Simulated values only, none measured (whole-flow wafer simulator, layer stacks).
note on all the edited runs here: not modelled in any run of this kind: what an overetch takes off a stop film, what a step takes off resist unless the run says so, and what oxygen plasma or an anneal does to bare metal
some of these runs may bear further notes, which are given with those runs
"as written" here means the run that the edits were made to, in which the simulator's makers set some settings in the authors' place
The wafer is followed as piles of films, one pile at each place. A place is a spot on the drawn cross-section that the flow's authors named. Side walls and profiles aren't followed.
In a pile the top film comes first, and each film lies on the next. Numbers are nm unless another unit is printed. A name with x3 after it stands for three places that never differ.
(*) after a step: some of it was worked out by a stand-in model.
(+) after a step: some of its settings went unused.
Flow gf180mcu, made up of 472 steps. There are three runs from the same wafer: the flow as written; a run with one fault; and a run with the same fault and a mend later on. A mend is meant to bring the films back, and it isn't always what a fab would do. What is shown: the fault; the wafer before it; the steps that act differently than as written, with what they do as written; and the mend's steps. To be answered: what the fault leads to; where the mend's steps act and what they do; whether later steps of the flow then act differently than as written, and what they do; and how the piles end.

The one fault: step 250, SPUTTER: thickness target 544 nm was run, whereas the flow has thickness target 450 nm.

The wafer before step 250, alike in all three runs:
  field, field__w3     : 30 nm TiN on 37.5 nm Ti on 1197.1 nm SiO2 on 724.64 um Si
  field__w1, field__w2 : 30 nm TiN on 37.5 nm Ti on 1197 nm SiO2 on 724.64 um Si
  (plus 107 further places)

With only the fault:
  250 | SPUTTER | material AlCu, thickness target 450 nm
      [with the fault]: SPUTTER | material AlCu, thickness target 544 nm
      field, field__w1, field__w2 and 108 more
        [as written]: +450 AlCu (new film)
        [with the fault]: +544 AlCu (new film)
  Later steps of the flow acting differently than as written (1 more step, not shown, differs only slightly: by at most 2% or 0.5 nm, whichever is larger):
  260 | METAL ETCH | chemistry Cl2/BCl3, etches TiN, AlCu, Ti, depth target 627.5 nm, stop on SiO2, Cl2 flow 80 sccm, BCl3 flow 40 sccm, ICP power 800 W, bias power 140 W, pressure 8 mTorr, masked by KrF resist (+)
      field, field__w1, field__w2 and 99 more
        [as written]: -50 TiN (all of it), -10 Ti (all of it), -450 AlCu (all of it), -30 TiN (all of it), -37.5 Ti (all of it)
        [with the fault]: -50 TiN (all of it), -10 Ti (all of it), -544 AlCu (all of it), -23.5 TiN
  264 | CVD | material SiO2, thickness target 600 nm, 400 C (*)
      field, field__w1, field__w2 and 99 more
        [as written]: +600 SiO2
        [with the fault]: +600 SiO2 (new film)
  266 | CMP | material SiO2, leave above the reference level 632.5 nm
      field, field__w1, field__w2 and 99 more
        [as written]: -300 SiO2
        [with the fault]: -249.6 SiO2
  By the end, the piles at field, field__w1, field__w2 and 109 more depart from the flow's by more than 2% or 0.5 nm, whichever is larger.
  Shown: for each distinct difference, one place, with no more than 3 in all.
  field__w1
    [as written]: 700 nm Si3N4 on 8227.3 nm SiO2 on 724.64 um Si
    [with the fault]: 700 nm Si3N4 on 7080.7 nm SiO2 on 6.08 nm TiN on 37.5 nm Ti on 1197 nm SiO2 on 724.64 um Si
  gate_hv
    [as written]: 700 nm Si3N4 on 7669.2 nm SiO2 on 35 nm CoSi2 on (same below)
    [with the fault]: 700 nm Si3N4 on 7080.7 nm SiO2 on 6.08 nm TiN on 37.5 nm Ti on 638.9 nm SiO2 on 35 nm CoSi2 on (same below)
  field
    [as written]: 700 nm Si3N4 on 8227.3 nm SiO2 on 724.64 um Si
    [with the fault]: 700 nm Si3N4 on 7080.7 nm SiO2 on 6.08 nm TiN on 37.5 nm Ti on 1197.1 nm SiO2 on 724.64 um Si

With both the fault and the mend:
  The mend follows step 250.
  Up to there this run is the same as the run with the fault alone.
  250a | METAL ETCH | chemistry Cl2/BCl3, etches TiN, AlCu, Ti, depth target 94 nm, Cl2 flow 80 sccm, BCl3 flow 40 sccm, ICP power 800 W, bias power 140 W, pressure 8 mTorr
      field, field__w1, field__w2 and 108 more
        -94 AlCu
  Later steps of the flow that are run all act as written at every place that is followed.
  At every place that both follow, the piles at the end match the flow's.
